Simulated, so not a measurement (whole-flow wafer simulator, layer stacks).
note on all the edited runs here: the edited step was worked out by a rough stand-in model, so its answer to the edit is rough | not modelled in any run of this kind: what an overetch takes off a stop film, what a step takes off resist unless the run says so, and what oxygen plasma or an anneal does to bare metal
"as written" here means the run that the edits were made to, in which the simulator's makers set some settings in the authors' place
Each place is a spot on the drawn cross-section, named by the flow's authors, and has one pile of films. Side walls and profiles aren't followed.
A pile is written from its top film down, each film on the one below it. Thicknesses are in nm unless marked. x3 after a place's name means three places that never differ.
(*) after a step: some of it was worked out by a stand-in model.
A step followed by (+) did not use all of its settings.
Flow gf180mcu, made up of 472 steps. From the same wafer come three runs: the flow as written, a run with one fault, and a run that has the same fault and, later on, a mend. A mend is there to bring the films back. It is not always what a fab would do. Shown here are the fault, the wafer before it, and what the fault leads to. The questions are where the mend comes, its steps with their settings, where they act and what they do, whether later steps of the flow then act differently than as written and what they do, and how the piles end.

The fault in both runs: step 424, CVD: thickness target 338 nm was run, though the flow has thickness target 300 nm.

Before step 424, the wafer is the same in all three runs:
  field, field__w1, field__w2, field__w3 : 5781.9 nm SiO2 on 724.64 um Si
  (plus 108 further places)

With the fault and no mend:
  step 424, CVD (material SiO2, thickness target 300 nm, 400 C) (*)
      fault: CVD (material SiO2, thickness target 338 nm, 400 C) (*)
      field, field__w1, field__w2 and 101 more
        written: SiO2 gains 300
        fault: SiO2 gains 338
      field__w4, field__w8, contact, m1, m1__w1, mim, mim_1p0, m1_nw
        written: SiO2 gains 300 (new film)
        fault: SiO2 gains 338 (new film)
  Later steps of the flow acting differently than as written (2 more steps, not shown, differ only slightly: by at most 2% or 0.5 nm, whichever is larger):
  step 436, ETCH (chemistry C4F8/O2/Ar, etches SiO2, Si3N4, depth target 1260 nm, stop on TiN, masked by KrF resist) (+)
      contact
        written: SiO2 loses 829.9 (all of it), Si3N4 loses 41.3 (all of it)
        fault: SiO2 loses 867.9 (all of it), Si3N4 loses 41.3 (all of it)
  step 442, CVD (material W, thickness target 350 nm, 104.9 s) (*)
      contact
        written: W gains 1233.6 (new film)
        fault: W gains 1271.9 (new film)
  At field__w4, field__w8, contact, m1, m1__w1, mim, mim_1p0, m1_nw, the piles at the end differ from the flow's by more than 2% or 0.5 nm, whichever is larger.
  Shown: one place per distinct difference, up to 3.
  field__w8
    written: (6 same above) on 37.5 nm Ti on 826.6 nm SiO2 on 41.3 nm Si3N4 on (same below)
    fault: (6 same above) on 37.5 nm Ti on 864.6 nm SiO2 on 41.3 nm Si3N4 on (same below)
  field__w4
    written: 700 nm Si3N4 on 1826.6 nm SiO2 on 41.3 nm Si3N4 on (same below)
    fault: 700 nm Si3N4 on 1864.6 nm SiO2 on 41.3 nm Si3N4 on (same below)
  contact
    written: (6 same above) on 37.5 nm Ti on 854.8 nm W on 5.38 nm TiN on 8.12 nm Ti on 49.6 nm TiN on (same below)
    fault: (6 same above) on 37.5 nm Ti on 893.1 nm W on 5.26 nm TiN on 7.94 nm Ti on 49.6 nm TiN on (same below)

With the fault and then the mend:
  After step 424 comes the mend.
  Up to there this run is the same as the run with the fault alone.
  step 424a, WET ETCH (chemistry dHF, depth target 38 nm, 25 C, dilution 100:1) (the flow's step 17, run once more with other settings)
      field, field__w1, field__w2 and 109 more
        SiO2 loses 38
  Later steps of the flow that are run all act as written at every place that is followed.
  The piles end the same as the flow's at every place that both follow.
